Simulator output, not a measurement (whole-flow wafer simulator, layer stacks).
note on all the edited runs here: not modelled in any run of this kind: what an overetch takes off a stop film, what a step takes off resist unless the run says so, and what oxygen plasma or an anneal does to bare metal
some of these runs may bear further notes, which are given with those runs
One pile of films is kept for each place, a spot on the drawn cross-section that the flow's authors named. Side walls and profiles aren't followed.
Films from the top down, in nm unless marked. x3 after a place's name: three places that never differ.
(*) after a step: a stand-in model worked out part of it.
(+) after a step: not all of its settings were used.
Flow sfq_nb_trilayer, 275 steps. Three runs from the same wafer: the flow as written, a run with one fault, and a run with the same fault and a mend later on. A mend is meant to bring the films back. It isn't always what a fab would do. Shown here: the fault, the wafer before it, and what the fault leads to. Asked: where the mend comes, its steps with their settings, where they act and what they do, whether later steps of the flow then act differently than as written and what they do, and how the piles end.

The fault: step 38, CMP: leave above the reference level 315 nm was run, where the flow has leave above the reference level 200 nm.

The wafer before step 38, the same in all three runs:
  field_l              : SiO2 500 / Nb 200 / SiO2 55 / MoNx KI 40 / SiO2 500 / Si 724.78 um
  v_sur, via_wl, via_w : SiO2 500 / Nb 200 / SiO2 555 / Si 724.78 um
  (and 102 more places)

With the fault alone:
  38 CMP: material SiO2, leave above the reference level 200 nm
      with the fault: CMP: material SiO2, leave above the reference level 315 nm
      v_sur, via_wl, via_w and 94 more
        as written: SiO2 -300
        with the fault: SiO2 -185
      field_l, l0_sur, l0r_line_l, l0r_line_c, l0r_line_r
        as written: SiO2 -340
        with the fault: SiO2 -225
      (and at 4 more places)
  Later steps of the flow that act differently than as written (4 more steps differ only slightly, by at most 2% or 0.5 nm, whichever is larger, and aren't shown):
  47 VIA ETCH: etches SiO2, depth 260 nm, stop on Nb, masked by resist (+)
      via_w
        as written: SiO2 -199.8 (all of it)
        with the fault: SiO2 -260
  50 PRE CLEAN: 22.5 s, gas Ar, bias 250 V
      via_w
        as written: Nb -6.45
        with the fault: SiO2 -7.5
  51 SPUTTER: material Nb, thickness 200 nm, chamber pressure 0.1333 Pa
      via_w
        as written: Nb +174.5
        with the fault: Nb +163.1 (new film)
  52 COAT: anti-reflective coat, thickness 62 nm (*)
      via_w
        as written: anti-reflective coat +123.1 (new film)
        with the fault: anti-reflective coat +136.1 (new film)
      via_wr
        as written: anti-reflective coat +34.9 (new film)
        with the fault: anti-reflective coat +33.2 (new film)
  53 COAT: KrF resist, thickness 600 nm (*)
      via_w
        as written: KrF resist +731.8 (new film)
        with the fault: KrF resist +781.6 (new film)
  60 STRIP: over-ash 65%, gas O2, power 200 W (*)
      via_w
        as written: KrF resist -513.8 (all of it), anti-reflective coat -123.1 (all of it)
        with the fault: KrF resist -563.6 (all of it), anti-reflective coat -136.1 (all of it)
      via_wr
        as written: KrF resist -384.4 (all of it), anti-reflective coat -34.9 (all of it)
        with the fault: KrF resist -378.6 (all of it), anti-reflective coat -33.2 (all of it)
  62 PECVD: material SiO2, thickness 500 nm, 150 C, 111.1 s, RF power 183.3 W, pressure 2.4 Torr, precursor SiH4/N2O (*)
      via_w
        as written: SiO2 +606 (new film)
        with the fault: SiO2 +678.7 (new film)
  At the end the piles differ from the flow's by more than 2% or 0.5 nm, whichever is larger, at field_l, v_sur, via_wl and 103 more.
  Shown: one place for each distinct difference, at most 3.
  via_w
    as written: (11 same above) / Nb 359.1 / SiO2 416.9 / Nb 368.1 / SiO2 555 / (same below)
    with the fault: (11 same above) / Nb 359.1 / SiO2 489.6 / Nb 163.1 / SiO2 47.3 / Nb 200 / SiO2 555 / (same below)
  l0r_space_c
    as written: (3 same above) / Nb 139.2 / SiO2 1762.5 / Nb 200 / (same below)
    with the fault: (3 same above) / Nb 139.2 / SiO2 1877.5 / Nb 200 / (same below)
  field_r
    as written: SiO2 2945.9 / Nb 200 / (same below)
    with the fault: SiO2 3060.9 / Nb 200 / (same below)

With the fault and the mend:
  The mend comes after step 39.
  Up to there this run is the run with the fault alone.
  39a CMP: material SiO2, leave above the reference level 200 nm (the flow's step 38 once more)
      field_l, v_sur, via_wl and 103 more
        SiO2 -115
  No later step of the flow acts differently than as written at any place that is followed.
  At the end the piles are the same as the flow's at every place that both follow.
